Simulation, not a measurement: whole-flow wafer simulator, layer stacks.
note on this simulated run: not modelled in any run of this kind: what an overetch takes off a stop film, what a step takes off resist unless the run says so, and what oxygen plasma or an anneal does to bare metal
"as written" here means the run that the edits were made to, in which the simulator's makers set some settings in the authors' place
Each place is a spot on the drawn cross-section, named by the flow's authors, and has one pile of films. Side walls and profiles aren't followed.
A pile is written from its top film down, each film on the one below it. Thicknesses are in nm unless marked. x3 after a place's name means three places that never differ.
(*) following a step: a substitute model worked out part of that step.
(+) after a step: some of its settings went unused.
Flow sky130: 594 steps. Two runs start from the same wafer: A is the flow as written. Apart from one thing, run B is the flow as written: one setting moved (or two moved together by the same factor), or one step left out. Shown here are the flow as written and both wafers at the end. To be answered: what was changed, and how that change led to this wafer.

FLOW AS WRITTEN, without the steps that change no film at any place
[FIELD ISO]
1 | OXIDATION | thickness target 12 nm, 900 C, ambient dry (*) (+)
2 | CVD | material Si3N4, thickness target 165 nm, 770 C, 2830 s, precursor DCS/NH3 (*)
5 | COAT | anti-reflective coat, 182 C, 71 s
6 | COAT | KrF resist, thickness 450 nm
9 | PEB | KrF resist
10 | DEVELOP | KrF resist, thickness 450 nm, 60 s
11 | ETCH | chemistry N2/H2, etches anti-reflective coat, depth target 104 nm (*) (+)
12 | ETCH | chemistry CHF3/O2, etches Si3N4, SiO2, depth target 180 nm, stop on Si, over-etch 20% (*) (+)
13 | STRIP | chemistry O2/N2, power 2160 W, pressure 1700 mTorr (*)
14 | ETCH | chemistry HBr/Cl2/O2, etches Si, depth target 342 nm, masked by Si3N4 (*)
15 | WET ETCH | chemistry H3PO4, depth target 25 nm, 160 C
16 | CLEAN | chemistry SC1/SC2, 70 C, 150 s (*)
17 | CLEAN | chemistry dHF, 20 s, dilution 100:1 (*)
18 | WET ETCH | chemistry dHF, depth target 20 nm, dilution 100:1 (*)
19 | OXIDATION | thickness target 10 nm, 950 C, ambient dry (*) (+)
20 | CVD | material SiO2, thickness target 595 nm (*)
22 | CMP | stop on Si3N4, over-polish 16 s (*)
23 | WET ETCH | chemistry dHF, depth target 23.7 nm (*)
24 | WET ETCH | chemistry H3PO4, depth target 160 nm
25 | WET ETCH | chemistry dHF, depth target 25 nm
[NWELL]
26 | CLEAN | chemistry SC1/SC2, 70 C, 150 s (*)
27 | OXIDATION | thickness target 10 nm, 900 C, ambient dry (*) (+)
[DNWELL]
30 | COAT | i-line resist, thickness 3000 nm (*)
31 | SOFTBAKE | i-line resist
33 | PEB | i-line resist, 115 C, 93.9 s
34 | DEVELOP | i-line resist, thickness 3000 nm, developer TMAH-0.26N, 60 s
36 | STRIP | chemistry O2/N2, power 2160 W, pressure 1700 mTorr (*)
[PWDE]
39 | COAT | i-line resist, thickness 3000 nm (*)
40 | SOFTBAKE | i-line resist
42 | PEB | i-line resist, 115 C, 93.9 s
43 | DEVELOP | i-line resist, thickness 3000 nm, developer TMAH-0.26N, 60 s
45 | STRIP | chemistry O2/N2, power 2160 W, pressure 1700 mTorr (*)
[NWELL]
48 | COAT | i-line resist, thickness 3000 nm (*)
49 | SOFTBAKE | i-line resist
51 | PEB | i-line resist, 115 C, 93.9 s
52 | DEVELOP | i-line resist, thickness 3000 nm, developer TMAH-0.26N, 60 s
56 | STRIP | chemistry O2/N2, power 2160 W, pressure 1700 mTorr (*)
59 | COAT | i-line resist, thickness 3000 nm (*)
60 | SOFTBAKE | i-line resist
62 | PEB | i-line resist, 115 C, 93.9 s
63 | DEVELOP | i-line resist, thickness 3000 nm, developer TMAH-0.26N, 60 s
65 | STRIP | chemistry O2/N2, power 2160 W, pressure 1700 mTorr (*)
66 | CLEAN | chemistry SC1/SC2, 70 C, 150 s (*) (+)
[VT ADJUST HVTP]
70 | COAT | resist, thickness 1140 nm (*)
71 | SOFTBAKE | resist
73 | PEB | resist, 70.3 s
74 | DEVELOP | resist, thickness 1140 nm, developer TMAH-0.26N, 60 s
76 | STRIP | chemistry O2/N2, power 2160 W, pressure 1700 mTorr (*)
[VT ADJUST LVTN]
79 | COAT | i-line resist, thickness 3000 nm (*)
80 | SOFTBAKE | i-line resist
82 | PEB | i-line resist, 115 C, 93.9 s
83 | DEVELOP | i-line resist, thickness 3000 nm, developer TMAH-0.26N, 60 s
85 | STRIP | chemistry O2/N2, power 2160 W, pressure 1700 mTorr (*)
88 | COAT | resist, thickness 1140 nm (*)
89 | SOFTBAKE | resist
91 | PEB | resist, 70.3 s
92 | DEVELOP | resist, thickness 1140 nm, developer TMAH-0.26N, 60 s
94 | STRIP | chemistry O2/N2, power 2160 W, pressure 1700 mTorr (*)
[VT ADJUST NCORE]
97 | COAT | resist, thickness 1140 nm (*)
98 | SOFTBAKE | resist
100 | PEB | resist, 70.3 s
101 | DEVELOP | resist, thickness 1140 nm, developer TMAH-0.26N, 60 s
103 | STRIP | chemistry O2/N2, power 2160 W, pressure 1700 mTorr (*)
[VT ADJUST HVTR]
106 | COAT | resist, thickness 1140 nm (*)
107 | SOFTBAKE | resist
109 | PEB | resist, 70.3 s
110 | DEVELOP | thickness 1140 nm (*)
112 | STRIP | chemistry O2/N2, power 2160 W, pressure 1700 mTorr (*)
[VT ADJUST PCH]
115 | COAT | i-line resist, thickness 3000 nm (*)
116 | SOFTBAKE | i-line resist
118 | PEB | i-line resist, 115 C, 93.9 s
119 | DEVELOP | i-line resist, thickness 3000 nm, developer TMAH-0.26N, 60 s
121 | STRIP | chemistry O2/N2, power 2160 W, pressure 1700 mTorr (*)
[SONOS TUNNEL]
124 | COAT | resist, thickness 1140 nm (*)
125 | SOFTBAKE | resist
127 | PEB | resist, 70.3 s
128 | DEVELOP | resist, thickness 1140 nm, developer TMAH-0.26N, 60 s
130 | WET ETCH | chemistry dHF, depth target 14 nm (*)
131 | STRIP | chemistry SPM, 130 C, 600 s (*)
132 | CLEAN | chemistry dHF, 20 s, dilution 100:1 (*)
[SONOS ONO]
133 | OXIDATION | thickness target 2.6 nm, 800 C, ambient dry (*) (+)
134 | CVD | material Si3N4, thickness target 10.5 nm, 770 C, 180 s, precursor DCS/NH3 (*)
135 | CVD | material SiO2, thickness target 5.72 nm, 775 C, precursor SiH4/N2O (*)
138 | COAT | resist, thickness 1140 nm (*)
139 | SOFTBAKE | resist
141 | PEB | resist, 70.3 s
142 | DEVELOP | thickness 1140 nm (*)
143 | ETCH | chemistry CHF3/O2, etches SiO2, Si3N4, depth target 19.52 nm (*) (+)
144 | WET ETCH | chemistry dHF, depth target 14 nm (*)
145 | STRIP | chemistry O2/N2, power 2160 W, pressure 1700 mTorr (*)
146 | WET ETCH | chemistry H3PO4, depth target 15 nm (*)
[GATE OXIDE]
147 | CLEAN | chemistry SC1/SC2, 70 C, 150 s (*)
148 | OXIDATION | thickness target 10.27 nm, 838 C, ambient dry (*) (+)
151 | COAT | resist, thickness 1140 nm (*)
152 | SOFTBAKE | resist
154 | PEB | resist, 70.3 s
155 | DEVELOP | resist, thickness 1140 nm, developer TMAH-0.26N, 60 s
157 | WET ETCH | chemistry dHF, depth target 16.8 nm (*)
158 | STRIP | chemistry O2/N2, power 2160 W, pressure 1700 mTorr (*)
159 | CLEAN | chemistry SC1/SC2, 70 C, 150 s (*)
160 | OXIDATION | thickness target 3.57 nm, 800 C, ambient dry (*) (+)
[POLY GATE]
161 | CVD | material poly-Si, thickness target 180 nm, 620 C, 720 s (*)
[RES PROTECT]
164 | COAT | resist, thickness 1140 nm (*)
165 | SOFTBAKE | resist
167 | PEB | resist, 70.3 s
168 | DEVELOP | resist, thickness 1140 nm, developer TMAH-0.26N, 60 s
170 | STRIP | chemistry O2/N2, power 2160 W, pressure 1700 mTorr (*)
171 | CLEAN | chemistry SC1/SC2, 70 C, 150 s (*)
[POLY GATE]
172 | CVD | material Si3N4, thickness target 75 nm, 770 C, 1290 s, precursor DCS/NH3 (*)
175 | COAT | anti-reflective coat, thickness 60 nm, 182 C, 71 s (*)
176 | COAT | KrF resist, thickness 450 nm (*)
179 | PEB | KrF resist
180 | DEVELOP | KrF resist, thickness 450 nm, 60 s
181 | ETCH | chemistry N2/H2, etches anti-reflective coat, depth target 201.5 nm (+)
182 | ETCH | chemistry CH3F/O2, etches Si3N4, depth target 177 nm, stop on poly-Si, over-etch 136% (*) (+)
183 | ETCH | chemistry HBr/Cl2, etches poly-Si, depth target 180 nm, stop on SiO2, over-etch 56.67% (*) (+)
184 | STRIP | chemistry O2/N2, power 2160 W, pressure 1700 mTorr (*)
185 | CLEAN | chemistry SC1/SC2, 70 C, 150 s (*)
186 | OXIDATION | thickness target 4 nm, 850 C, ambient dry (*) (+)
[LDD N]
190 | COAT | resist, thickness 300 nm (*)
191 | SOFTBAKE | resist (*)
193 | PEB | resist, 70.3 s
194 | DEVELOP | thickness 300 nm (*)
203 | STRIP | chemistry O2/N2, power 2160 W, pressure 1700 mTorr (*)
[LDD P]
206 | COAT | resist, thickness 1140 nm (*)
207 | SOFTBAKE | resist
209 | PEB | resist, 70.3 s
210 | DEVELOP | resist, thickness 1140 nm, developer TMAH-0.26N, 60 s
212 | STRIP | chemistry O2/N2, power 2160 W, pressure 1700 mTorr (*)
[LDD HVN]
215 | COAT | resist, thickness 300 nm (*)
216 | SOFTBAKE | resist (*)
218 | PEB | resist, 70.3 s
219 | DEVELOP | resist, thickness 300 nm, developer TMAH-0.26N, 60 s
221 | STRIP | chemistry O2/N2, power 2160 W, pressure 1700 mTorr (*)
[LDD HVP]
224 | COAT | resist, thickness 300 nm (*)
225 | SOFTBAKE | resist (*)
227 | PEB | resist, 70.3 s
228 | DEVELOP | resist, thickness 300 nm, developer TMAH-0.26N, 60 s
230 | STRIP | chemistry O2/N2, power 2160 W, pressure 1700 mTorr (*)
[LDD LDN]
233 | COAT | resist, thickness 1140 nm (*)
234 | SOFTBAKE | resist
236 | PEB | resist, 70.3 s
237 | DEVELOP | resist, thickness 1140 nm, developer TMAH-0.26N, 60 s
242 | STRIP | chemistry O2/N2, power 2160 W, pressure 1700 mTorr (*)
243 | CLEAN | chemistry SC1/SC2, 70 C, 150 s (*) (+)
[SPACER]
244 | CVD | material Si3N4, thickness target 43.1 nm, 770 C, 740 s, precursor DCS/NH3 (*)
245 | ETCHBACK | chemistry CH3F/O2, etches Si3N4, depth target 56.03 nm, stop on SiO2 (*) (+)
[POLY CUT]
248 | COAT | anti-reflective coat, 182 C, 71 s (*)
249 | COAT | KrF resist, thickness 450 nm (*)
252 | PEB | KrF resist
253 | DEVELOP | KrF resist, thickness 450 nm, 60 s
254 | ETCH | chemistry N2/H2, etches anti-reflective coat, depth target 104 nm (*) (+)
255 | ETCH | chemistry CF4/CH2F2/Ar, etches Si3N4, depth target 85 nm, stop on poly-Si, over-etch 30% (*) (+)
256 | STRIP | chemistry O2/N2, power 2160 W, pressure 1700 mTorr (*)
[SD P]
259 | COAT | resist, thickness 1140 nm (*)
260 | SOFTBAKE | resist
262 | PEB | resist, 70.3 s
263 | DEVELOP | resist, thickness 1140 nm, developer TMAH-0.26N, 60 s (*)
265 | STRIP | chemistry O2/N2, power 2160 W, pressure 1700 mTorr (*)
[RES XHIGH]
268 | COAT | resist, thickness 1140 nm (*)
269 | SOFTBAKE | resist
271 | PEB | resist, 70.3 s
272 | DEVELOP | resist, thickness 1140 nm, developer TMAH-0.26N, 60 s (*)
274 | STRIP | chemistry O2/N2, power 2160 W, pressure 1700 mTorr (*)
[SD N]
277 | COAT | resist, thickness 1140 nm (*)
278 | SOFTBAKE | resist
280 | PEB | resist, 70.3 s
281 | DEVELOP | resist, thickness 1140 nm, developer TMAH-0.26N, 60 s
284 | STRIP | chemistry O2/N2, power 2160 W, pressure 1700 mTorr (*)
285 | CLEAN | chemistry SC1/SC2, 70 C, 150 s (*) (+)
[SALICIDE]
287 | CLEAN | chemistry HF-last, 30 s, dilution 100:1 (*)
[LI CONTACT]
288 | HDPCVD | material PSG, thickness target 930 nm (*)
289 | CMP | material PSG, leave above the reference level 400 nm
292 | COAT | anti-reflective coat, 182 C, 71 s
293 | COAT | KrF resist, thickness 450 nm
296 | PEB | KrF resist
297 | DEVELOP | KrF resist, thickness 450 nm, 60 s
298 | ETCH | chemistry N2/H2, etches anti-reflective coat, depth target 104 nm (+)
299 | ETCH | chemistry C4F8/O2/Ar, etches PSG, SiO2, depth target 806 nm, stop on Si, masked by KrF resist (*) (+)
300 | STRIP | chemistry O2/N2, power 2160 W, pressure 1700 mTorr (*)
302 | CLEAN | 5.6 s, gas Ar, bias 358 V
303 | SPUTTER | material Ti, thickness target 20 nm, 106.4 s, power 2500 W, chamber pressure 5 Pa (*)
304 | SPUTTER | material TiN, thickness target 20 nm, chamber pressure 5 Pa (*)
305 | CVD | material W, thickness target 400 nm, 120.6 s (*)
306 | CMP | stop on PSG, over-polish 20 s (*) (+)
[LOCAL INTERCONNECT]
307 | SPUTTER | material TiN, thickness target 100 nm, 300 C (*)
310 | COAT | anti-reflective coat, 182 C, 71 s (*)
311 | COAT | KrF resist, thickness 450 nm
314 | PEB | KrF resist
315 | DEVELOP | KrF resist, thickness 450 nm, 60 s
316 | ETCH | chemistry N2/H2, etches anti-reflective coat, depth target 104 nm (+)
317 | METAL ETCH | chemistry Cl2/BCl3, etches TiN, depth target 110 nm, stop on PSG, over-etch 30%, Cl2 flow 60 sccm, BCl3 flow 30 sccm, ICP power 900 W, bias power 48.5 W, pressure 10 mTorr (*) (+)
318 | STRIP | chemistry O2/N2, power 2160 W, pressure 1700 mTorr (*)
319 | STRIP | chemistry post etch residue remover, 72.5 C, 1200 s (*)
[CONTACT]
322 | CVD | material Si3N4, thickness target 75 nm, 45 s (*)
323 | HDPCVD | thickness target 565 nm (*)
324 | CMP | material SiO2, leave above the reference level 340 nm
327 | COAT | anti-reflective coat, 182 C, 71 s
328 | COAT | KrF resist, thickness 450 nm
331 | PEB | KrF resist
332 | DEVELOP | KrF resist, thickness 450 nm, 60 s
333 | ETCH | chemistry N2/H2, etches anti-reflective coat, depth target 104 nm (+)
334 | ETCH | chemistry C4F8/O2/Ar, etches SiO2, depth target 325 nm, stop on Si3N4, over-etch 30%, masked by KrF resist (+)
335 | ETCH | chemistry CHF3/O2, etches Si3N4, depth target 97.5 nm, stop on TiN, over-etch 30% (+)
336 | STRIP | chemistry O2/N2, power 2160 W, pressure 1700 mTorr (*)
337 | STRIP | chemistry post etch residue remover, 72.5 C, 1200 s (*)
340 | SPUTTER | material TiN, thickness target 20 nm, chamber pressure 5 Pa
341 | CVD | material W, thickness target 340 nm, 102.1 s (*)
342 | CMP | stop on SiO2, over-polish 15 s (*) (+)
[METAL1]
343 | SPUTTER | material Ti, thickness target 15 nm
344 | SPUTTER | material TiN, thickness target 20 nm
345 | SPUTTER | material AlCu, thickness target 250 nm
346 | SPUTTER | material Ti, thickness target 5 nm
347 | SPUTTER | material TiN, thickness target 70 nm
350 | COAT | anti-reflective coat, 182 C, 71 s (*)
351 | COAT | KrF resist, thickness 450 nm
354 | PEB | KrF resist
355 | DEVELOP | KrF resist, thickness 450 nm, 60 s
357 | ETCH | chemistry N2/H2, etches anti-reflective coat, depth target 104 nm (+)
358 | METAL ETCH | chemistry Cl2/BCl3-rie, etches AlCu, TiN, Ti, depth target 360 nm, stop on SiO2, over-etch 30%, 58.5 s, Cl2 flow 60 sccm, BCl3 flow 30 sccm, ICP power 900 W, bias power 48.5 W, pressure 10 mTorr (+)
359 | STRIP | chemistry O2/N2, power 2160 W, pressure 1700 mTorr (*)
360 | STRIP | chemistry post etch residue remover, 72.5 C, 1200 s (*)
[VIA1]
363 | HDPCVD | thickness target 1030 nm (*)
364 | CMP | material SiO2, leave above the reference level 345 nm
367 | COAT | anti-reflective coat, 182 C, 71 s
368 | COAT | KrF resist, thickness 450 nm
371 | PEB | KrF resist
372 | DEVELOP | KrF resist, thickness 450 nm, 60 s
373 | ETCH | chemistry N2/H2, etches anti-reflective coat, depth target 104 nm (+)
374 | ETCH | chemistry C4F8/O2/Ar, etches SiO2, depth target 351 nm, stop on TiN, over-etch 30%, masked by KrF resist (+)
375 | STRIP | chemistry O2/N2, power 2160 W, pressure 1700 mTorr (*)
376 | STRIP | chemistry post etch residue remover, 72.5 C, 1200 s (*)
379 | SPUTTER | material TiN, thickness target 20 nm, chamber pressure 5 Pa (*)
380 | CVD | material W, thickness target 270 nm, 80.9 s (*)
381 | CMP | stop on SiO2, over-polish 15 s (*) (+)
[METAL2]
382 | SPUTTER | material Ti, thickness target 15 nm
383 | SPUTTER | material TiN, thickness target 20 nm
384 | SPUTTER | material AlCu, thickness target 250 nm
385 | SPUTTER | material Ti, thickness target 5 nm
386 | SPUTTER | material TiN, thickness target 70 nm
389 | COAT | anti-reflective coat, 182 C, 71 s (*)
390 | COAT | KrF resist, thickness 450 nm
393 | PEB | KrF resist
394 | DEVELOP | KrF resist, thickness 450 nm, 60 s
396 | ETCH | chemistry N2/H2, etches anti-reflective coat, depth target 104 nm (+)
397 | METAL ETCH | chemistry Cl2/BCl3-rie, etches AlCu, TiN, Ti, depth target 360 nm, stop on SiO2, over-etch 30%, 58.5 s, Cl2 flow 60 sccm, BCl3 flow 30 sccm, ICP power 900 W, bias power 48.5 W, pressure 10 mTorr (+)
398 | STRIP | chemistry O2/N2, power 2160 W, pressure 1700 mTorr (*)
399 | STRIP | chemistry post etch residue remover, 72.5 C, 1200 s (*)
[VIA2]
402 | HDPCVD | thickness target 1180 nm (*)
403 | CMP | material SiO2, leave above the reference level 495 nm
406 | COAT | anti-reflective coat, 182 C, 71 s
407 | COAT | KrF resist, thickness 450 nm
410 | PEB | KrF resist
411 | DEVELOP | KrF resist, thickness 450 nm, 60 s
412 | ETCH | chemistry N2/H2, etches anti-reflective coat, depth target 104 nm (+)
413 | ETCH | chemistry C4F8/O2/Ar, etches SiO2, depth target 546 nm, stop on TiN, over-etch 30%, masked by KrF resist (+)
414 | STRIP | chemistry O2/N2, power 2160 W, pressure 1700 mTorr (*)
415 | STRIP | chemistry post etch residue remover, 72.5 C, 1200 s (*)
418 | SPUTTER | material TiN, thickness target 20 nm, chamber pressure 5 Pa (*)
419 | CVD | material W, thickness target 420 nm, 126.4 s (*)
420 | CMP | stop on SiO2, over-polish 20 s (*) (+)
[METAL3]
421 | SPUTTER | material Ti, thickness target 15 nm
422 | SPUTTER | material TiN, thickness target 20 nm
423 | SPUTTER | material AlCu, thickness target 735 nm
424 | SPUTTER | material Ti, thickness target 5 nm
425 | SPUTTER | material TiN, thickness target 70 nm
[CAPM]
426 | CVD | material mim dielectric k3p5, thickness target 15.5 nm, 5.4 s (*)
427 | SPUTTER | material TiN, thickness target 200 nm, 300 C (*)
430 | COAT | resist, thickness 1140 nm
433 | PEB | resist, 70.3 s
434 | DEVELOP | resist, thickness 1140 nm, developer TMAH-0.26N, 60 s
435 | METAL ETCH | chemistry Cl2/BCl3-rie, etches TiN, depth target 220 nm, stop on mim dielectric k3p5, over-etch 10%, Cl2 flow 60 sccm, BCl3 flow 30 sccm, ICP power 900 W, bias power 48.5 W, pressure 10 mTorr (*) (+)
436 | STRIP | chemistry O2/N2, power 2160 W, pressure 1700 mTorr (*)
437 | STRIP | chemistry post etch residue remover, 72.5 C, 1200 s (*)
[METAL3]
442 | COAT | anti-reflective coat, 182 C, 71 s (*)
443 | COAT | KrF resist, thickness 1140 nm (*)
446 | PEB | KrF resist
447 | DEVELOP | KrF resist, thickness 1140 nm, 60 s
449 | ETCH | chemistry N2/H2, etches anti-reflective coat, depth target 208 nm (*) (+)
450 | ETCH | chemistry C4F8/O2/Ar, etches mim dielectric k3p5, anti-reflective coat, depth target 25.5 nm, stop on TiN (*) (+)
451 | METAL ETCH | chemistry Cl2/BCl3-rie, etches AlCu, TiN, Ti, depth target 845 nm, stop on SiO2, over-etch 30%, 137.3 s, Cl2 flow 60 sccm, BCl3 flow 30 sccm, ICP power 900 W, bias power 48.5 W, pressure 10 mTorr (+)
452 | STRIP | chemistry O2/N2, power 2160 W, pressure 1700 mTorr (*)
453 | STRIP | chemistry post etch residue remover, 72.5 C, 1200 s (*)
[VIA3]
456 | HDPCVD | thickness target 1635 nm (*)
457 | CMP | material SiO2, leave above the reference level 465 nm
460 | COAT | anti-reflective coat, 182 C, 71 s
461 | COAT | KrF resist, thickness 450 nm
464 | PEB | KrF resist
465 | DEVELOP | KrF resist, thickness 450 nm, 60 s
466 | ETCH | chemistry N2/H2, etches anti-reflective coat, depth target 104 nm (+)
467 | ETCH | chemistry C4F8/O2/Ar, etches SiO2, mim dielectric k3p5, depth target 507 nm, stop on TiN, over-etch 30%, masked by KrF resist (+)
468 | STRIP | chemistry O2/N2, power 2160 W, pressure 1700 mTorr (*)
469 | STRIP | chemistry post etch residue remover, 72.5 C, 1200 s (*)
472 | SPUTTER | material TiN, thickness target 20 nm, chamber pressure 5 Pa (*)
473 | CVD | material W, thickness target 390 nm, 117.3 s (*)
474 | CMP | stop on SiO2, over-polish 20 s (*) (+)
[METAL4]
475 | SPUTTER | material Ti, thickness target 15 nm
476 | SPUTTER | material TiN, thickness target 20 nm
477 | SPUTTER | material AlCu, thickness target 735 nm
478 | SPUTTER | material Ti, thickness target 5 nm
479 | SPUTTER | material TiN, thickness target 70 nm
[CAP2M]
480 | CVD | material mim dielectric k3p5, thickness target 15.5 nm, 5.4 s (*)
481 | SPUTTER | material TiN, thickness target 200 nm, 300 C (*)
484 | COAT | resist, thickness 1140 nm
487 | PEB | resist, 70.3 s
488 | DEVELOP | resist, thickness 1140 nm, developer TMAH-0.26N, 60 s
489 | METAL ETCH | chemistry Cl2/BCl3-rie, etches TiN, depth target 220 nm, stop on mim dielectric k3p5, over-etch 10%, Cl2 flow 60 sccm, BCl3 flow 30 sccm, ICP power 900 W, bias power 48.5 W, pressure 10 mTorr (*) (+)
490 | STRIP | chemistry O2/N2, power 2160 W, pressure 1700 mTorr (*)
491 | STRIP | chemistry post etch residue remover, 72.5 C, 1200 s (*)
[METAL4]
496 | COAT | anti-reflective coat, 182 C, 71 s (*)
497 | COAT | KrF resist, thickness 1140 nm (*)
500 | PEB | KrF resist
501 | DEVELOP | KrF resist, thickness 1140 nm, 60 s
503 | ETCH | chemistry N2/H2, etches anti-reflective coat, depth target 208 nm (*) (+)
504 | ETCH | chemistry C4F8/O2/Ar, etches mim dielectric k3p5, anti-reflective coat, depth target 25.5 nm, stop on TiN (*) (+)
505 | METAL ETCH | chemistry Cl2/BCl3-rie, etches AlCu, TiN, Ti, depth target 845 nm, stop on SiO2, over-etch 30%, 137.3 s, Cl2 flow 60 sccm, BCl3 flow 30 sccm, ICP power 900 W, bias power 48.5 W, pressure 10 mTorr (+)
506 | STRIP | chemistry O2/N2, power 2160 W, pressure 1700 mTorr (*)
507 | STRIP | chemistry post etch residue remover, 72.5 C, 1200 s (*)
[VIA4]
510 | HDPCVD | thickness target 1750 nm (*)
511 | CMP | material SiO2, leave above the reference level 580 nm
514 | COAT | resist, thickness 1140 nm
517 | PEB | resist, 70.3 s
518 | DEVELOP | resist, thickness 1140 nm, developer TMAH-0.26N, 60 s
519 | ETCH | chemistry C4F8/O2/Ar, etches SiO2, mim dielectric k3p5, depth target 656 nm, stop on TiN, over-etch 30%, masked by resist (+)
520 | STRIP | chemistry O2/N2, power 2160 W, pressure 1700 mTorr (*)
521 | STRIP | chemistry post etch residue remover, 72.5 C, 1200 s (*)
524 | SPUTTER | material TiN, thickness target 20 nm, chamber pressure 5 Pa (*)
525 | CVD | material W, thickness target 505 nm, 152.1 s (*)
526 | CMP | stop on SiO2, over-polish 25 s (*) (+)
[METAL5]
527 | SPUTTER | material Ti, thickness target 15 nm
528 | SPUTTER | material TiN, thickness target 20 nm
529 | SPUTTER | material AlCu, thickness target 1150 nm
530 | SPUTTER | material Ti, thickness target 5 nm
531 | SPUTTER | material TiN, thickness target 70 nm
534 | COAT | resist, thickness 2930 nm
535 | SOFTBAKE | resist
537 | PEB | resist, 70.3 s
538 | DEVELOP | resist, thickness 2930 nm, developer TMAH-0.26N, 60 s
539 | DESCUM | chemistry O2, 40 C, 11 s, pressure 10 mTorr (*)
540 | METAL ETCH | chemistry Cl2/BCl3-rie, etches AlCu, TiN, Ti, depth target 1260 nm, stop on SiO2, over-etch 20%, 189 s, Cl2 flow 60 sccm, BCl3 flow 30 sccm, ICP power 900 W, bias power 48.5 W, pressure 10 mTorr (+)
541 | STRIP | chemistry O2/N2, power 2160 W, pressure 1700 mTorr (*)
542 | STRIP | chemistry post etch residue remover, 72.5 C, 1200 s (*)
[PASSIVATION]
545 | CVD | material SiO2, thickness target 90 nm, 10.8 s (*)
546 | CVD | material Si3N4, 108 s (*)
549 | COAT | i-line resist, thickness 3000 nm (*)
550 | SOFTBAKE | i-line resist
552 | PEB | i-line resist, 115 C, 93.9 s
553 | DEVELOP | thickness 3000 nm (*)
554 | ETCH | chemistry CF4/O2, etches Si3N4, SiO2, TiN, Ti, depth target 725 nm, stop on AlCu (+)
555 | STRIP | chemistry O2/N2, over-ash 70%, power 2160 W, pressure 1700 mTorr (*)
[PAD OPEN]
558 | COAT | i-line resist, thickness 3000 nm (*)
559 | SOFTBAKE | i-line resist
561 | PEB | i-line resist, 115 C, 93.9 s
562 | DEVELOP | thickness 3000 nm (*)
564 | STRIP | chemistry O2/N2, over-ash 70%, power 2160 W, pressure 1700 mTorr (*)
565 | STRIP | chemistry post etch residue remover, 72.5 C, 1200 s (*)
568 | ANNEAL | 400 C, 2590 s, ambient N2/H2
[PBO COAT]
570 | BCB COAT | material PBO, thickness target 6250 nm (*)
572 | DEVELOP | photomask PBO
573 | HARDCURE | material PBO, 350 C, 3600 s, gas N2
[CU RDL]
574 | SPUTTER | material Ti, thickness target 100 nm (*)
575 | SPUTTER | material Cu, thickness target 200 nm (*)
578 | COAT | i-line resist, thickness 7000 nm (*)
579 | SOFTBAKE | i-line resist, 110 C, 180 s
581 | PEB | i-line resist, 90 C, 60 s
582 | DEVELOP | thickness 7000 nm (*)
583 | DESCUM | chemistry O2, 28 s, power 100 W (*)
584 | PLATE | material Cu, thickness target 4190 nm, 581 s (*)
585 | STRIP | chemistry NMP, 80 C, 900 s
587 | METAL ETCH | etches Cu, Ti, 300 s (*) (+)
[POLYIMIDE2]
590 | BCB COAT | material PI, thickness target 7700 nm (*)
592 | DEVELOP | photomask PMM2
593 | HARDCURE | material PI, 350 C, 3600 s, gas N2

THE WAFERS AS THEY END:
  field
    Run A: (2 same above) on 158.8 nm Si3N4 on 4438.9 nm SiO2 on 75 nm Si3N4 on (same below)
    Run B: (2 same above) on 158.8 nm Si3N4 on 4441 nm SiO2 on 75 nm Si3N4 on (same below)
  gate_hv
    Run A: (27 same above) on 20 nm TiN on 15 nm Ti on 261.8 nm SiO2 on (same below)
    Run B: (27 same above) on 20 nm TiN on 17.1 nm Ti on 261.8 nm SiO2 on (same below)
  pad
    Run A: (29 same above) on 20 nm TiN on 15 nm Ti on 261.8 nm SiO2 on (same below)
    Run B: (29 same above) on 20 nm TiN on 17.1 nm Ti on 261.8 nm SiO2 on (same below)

The reason: step 343, SPUTTER: thickness target 17.1 nm was run, while the flow as written has thickness target 15 nm.
The wafer lets one read it off: gate_hv has Ti 17.1, and step 343 as written asks for 15 nm.

The path from the change to this, step by step:
  343 | SPUTTER | material Ti, thickness target 15 nm
      field, active, n_well and 188 more: A Ti gains 15 (new film) | B Ti gains 17.1 (new film)
  358 | METAL ETCH | chemistry Cl2/BCl3-rie, etches AlCu, TiN, Ti, depth target 360 nm, stop on SiO2, over-etch 30%, 58.5 s, Cl2 flow 60 sccm, BCl3 flow 30 sccm, ICP power 900 W, bias power 48.5 W, pressure 10 mTorr (+)
      field, active, gate and 81 more: A TiN loses 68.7 (all of it), Ti loses 5 (all of it), AlCu loses 250 (all of it), TiN loses 20 (all of it), Ti loses 15 (all of it), SiO2 loses 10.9 | B TiN loses 68.7 (all of it), Ti loses 5 (all of it), AlCu loses 250 (all of it), TiN loses 20 (all of it), Ti loses 17.1 (all of it), SiO2 loses 10.7
